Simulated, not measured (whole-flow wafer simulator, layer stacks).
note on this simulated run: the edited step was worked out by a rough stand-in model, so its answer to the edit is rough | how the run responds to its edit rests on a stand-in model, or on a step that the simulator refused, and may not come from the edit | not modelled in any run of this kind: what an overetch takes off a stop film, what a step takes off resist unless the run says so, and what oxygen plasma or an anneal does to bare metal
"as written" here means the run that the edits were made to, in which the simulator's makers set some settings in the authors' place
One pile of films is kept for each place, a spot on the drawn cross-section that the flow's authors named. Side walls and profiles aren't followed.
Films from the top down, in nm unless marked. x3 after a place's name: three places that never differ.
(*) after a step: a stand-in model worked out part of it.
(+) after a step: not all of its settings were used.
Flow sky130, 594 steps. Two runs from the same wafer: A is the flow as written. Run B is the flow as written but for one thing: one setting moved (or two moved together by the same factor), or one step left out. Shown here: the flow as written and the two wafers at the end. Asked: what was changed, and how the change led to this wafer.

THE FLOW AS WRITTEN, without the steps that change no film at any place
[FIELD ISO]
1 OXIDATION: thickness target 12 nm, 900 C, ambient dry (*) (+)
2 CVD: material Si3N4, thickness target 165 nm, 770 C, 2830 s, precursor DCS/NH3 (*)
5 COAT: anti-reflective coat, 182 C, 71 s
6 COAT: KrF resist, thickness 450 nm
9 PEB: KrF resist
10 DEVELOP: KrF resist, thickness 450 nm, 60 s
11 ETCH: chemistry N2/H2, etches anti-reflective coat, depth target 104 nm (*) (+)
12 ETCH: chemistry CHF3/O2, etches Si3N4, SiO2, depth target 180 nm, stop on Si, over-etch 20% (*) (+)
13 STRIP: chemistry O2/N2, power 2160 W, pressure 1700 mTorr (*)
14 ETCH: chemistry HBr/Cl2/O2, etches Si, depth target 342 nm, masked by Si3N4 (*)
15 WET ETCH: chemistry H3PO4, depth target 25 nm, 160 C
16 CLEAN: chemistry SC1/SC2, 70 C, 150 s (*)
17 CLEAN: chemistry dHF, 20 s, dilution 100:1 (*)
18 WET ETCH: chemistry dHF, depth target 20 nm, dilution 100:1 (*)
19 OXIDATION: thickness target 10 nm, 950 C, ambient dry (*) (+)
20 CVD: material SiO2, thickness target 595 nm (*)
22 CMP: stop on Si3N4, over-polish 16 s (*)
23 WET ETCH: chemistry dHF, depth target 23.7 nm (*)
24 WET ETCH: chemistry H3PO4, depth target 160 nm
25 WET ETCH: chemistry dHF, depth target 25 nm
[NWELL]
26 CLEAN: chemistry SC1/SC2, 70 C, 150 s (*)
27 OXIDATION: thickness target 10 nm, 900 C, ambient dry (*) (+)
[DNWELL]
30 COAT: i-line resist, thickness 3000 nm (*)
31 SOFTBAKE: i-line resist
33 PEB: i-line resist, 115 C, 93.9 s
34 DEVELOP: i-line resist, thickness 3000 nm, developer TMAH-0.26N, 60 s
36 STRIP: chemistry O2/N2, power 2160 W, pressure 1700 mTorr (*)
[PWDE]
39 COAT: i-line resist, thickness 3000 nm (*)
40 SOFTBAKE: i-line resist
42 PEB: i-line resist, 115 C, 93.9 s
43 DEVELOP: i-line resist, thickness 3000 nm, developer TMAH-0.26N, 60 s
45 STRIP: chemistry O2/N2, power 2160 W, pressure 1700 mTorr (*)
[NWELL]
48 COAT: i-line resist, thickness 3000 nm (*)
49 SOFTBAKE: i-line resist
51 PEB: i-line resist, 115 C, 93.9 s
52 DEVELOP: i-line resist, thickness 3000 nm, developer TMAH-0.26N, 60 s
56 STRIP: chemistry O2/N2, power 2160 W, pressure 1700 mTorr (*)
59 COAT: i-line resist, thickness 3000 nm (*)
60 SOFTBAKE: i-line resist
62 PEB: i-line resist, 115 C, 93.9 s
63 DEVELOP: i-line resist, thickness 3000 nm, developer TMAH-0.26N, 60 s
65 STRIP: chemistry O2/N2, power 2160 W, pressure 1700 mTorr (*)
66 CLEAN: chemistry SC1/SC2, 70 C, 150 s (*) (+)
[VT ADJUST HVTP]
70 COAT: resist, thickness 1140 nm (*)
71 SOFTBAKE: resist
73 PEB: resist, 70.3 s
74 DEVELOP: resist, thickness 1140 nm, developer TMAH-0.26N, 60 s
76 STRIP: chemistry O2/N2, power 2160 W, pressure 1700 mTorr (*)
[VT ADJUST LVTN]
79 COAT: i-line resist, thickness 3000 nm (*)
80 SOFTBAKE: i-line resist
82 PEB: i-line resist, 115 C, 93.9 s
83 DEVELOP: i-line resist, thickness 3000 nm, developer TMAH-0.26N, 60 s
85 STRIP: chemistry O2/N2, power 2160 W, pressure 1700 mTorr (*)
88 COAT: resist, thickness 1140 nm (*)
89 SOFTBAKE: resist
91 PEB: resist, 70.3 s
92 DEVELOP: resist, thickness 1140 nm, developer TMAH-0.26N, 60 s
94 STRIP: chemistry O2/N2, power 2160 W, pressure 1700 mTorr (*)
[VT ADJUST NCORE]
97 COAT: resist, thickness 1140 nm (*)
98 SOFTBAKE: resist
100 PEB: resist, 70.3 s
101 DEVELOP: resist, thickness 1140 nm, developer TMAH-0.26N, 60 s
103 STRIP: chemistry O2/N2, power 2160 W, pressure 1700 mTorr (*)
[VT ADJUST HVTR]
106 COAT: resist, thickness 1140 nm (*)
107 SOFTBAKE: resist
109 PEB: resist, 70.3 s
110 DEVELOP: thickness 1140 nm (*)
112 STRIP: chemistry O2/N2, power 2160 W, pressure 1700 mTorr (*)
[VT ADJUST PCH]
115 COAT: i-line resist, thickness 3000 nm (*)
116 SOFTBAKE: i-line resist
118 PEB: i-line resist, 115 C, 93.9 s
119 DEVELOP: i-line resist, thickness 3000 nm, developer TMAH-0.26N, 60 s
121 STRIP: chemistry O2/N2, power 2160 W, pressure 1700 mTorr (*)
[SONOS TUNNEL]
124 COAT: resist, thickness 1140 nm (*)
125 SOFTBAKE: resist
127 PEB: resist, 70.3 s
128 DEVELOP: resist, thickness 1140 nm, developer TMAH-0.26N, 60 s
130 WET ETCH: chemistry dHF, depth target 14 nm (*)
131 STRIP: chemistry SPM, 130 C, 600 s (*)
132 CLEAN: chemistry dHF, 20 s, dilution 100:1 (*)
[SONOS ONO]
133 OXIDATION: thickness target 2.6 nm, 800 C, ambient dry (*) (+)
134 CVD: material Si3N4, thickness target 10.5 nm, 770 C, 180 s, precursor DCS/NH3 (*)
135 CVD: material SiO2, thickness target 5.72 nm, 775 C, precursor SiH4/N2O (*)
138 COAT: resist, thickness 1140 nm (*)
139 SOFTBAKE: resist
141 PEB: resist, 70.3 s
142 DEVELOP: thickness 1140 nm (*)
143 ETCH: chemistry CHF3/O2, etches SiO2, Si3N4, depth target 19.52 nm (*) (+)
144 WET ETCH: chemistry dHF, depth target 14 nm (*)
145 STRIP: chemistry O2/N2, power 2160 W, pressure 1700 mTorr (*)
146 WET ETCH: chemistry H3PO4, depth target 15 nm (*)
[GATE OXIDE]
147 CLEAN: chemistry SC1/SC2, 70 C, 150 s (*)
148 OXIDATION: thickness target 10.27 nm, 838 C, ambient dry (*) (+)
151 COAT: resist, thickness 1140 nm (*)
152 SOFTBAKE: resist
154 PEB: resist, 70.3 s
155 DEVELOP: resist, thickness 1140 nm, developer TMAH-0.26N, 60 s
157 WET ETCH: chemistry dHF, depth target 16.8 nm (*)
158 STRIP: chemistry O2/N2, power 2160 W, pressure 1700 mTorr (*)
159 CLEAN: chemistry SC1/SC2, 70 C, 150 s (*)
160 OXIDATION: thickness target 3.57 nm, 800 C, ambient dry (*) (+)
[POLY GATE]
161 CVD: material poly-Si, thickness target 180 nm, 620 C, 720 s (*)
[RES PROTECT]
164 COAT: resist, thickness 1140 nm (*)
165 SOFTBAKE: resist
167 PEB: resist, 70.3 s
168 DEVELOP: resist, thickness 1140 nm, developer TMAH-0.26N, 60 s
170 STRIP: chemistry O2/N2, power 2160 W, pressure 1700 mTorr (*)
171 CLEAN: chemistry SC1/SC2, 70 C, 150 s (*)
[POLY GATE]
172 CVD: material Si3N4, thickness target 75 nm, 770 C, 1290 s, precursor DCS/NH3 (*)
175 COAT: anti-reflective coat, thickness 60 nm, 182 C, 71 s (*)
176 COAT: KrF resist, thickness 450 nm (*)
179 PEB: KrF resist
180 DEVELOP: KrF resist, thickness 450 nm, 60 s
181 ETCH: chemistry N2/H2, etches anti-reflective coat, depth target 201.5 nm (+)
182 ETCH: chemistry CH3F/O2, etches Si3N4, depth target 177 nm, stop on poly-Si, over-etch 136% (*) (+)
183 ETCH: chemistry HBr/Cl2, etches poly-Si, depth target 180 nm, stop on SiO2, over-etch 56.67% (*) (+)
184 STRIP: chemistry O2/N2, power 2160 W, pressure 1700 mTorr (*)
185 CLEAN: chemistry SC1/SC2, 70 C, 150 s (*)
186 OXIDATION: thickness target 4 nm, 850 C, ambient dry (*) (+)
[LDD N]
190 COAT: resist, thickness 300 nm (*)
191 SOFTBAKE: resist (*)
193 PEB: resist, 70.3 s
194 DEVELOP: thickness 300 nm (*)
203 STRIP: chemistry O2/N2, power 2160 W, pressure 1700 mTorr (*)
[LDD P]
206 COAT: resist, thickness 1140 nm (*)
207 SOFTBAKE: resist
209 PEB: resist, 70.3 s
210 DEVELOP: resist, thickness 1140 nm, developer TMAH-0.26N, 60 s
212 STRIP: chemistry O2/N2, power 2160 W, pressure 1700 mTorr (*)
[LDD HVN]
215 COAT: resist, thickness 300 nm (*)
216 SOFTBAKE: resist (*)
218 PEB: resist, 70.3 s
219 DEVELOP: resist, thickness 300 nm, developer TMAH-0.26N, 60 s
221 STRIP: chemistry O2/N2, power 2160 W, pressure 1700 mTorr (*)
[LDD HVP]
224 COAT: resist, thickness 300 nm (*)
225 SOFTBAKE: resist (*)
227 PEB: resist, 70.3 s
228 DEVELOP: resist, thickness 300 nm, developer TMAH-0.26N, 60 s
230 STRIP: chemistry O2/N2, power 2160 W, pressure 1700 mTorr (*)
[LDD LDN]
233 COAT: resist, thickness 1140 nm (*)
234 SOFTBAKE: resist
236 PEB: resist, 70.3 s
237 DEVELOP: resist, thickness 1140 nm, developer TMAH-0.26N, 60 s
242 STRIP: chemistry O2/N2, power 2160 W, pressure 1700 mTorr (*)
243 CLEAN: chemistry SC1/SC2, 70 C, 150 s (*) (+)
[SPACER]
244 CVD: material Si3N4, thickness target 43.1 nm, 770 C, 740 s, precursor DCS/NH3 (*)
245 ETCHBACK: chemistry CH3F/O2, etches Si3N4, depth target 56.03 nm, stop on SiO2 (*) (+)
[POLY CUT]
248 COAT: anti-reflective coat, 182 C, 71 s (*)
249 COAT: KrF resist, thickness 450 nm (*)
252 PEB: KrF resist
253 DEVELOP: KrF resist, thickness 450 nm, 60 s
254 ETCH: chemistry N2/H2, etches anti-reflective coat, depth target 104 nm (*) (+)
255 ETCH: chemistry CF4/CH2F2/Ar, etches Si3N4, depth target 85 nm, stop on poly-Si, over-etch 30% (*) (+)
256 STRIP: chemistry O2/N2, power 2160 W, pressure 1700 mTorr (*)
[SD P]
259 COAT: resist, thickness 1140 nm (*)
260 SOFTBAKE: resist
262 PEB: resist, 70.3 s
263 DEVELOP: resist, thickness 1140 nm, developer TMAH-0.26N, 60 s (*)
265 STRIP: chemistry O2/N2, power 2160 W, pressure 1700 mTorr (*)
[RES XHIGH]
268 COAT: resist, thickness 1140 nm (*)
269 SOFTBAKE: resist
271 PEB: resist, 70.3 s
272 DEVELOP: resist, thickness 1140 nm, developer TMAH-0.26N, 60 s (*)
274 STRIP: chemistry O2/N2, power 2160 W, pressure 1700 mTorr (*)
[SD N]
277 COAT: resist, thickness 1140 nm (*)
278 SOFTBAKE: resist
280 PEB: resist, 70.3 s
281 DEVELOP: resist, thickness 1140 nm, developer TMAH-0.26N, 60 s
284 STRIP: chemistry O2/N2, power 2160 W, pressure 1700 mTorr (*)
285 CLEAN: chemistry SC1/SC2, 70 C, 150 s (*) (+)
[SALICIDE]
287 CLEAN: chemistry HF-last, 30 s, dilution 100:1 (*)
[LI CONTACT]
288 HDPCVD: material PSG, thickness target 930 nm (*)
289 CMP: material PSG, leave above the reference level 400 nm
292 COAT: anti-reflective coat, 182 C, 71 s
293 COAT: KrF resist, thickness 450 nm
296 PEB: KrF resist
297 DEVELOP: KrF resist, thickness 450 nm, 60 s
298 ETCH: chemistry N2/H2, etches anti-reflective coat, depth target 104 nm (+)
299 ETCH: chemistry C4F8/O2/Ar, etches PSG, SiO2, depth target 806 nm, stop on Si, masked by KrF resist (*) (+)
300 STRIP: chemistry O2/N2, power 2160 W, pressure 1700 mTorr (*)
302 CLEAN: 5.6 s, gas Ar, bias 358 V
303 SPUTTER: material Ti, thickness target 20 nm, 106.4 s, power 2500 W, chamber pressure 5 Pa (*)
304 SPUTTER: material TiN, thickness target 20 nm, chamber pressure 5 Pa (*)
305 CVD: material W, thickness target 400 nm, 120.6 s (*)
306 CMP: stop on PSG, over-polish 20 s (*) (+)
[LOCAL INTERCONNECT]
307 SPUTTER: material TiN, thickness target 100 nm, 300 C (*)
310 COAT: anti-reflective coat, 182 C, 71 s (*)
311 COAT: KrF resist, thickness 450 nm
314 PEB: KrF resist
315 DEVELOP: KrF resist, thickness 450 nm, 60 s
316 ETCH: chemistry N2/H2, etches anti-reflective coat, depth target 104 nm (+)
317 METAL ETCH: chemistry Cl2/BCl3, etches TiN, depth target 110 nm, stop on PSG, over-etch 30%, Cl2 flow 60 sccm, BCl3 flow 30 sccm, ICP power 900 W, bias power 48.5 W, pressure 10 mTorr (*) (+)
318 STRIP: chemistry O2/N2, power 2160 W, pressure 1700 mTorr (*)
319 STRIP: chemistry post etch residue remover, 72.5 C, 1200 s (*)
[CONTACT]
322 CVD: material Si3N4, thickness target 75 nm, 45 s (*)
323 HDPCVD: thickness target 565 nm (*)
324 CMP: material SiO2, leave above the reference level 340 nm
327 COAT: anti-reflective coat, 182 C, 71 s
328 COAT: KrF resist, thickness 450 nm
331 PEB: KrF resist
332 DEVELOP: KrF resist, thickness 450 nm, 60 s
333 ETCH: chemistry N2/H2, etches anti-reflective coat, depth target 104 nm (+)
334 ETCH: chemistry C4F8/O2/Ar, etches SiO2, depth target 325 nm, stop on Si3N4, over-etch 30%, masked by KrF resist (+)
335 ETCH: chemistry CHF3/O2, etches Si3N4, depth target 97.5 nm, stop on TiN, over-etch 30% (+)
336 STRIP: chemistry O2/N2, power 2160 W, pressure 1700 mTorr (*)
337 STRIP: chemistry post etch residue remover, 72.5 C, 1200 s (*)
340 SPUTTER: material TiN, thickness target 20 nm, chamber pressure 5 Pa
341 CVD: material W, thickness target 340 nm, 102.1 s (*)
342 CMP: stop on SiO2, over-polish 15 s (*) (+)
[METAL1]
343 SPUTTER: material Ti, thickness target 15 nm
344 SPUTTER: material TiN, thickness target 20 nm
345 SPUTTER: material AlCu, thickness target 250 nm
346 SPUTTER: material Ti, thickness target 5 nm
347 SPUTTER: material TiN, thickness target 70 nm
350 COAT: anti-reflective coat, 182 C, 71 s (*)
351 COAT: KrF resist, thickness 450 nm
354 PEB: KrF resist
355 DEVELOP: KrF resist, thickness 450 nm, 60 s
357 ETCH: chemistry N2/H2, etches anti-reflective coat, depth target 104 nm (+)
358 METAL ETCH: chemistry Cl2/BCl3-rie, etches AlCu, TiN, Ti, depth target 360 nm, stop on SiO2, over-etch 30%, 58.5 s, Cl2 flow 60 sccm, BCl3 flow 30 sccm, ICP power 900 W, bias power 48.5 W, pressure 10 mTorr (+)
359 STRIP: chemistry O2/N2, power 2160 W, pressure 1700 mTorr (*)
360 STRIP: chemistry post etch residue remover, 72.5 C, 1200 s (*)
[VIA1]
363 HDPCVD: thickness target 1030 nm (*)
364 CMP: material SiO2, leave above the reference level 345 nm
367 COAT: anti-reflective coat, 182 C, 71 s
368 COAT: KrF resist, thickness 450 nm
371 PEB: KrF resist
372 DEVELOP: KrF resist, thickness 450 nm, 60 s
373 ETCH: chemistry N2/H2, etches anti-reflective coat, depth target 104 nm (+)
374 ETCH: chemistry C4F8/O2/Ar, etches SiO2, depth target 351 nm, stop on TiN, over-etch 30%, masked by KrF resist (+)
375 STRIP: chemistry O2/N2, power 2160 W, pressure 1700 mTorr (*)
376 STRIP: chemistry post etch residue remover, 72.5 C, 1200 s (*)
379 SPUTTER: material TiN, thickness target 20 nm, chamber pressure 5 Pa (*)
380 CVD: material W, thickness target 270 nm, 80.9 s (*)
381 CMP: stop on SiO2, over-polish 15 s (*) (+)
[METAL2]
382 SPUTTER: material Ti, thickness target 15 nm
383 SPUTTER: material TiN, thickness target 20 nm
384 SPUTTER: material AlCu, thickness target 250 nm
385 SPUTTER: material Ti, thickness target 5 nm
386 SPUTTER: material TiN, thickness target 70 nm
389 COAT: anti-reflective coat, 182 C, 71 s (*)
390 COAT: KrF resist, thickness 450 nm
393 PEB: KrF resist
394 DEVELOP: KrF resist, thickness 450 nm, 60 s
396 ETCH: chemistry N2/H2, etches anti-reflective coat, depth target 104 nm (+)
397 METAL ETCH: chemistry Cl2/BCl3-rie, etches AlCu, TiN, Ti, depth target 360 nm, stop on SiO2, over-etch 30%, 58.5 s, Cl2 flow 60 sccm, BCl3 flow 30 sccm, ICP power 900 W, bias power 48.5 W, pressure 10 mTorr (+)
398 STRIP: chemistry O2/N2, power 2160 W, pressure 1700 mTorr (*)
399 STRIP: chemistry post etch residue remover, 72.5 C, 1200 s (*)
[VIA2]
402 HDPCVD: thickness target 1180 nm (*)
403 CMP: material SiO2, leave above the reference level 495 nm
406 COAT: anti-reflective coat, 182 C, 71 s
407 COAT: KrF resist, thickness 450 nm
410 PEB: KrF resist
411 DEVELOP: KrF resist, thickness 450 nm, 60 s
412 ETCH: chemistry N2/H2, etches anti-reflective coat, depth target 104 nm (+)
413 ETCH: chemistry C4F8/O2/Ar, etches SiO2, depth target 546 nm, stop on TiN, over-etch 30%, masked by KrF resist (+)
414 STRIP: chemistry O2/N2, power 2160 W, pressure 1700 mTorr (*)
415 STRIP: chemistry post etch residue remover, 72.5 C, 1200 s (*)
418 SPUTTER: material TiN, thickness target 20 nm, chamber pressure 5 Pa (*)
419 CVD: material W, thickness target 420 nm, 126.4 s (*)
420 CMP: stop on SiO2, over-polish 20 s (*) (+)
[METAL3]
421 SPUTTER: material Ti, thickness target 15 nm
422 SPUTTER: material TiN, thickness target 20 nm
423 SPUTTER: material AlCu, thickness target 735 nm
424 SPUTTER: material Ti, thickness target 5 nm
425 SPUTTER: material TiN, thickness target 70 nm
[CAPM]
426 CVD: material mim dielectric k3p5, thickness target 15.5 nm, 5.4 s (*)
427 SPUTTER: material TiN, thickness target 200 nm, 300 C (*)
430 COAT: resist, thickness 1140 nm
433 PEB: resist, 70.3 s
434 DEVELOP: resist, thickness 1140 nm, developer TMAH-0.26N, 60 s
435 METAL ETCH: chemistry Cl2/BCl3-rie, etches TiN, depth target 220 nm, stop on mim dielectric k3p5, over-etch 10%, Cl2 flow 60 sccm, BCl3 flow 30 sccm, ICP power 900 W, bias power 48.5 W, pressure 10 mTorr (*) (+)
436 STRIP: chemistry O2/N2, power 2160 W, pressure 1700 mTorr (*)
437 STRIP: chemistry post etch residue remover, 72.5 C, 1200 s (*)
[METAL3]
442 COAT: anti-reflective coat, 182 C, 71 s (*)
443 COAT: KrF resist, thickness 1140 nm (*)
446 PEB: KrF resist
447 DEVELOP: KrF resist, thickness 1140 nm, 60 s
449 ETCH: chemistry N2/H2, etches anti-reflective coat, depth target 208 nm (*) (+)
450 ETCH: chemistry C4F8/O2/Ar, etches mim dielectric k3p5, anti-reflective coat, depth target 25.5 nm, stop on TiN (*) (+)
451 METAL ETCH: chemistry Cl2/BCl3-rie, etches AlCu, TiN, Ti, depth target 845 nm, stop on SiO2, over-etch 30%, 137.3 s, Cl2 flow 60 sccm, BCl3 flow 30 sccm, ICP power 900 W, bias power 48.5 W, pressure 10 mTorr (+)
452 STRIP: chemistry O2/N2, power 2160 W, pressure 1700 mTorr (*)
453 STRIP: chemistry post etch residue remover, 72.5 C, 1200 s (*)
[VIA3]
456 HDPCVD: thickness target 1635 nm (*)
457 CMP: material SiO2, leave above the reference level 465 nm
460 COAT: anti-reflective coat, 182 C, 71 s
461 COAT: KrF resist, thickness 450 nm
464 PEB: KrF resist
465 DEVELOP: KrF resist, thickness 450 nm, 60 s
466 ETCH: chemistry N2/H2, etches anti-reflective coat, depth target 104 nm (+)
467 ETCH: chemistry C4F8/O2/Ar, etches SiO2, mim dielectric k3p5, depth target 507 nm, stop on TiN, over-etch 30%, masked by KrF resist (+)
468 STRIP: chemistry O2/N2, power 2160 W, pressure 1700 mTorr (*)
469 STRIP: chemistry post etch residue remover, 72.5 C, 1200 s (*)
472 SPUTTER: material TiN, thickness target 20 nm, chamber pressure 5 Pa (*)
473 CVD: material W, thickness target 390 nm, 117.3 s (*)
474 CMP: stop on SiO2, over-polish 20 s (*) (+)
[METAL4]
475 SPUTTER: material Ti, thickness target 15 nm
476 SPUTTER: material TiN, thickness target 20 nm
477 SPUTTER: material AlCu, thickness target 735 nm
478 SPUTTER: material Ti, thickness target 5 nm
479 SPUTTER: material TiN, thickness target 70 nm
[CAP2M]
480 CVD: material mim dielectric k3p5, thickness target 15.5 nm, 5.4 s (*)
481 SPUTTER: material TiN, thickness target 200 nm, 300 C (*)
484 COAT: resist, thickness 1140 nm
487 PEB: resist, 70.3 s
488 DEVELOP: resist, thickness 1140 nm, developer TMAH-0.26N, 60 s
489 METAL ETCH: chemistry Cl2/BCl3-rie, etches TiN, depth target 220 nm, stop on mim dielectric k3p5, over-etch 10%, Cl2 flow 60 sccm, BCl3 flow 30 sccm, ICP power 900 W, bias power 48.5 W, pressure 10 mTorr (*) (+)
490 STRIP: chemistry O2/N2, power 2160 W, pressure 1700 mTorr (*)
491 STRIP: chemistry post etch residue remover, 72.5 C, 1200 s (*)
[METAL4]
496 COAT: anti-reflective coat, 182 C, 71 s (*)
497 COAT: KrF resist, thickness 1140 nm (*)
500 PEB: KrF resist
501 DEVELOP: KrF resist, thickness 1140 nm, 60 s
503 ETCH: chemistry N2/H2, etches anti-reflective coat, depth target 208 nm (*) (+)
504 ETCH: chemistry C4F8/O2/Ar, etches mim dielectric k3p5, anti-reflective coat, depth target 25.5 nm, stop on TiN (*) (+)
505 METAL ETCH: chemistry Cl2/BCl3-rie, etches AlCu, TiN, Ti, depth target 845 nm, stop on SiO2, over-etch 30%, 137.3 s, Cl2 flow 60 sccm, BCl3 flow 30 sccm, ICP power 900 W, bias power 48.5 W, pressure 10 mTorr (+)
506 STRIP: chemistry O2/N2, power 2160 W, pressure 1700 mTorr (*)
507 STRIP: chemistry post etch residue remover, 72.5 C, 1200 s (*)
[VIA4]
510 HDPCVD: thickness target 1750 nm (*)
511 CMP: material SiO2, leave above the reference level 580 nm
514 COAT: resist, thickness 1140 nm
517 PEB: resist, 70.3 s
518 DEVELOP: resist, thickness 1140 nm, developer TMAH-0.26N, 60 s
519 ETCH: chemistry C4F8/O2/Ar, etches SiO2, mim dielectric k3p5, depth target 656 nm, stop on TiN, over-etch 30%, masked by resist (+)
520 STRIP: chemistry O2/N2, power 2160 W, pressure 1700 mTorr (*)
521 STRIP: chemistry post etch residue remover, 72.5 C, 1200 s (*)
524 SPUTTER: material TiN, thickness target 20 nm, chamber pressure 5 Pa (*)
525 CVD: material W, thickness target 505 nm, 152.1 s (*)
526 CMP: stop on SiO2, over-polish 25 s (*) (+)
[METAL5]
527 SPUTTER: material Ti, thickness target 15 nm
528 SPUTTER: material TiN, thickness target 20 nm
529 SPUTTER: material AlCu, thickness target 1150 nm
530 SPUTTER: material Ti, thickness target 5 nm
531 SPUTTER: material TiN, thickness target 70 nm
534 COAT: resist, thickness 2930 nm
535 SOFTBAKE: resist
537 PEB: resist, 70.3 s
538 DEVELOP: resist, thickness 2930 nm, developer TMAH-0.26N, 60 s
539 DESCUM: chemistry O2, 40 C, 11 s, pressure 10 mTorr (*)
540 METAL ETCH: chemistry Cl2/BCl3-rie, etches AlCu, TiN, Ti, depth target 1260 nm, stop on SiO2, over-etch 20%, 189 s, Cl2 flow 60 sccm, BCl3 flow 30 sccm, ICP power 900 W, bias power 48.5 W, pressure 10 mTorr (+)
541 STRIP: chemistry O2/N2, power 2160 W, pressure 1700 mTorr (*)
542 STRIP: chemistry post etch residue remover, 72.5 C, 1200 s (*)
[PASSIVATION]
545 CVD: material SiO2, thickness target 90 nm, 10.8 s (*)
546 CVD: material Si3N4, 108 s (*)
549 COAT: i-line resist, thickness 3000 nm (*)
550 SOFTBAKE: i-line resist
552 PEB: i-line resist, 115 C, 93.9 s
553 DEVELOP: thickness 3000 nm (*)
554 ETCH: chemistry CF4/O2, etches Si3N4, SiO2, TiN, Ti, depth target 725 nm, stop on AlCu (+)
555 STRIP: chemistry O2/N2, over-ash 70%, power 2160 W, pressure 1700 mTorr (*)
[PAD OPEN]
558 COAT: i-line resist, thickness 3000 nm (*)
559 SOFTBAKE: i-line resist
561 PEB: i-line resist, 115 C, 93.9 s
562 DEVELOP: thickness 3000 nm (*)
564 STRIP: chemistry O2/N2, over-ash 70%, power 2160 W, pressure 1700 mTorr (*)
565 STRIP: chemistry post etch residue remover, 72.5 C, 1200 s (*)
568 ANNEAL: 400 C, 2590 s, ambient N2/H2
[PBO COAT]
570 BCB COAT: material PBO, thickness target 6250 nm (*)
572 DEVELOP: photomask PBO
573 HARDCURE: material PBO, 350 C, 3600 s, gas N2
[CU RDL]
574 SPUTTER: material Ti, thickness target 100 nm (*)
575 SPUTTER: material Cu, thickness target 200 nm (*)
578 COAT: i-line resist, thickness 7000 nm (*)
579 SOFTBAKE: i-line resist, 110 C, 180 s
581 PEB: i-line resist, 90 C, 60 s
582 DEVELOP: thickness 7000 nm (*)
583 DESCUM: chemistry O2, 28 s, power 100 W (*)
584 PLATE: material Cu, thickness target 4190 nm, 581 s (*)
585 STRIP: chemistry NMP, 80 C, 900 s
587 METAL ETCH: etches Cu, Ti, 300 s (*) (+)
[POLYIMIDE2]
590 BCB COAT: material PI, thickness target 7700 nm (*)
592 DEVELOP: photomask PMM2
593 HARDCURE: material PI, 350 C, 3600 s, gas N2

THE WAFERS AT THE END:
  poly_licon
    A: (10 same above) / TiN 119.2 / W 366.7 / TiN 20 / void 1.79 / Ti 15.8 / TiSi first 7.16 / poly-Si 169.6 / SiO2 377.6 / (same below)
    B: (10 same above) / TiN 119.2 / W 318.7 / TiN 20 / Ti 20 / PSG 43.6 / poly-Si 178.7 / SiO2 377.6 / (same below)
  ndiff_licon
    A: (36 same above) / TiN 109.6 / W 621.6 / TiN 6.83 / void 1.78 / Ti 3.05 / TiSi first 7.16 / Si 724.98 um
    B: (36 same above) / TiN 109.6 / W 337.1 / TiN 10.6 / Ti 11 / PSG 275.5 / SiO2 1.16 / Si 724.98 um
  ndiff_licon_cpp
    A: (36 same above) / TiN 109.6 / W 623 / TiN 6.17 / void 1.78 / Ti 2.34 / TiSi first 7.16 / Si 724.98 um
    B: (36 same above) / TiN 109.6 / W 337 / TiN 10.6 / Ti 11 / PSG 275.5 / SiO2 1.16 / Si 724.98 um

The cause: step 299, ETCH: depth target 363 nm was run, where the flow has depth target 806 nm.

How the change led to this, step by step:
  299 ETCH: chemistry C4F8/O2/Ar, etches PSG, SiO2, depth target 806 nm, stop on Si, masked by KrF resist (*) (+)
      contact, ndiff_licon, ndiff_licon_cpp: A PSG -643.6 (all of it), SiO2 -1.16 (all of it) | B PSG -363
      poly_licon, rpo_hd_licon: A PSG -411.7 (all of it) | B PSG -363
      (and at 187 more places)
  300 STRIP: chemistry O2/N2, power 2160 W, pressure 1700 mTorr (*)
      contact, ndiff_licon, ndiff_licon_cpp: A chemical SiO2 +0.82 (new film), Si -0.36 | B nothing
      poly_licon, rpo_hd_licon: A chemical SiO2 +0.82 (new film), poly-Si -0.36 | B nothing
      (and at 187 more places)
  302 CLEAN: 5.6 s, gas Ar, bias 358 V
      contact, ndiff_licon, ndiff_licon_cpp: A chemical SiO2 -0.82 (all of it) | B PSG -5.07
      poly_licon, rpo_hd_licon: A chemical SiO2 -0.82 (all of it), poly-Si -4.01 | B PSG -5.07
  303 SPUTTER: material Ti, thickness target 20 nm, 106.4 s, power 2500 W, chamber pressure 5 Pa (*)
      ndiff_licon: A Ti +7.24 (new film) | B Ti +11 (new film)
      ndiff_licon_cpp: A Ti +6.53 (new film) | B Ti +11 (new film)
      (and at 1 more place)
  304 SPUTTER: material TiN, thickness target 20 nm, chamber pressure 5 Pa (*)
      ndiff_licon: A TiN +6.83 (new film) | B TiN +10.6 (new film)
      ndiff_licon_cpp: A TiN +6.17 (new film) | B TiN +10.6 (new film)
      (and at 1 more place)
  305 CVD: material W, thickness target 400 nm, 120.6 s (*)
      ndiff_licon: A W +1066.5 (new film) | B W +782 (new film)
      ndiff_licon_cpp: A W +1067.9 (new film) | B W +782 (new film)
      (and at 1 more place)
  306 CMP: stop on PSG, over-polish 20 s (*) (+)
      poly_licon: A W -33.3 | B W -81.3
  568 ANNEAL: 400 C, 2590 s, ambient N2/H2
      poly_licon, rpo_hd_licon: A under 11 films: void +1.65 (new film), Ti -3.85, TiSi first +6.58 (new film), poly-Si -4.38 | B nothing
      ndiff_licon, ndiff_licon_cpp: A under 37 films: void +1.63 (new film), Ti -3.85, TiSi first +6.58 (new film), Si -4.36 | B nothing
Counting metal films that touch as one body, poly_licon has 1 body; the flow as written gives 2 bodies (between them, from the top down: void 1.79).
Counting metal films that touch as one body, ndiff_licon has 5 bodies (between them, from the top down: SiO2 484 / mim dielectric k3p5 15.5; SiO2 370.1 / mim dielectric k3p5 15.5; SiO2 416; SiO2 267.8); the flow as written gives 6 bodies (between them, from the top down: SiO2 484 / mim dielectric k3p5 15.5; SiO2 370.1 / mim dielectric k3p5 15.5; SiO2 416; SiO2 267.8; void 1.78).
Counting metal films that touch as one body, ndiff_licon_cpp has 5 bodies (between them, from the top down: SiO2 484 / mim dielectric k3p5 15.5; SiO2 370.1 / mim dielectric k3p5 15.5; SiO2 416; SiO2 267.8); the flow as written gives 6 bodies (between them, from the top down: SiO2 484 / mim dielectric k3p5 15.5; SiO2 370.1 / mim dielectric k3p5 15.5; SiO2 416; SiO2 267.8; void 1.78).
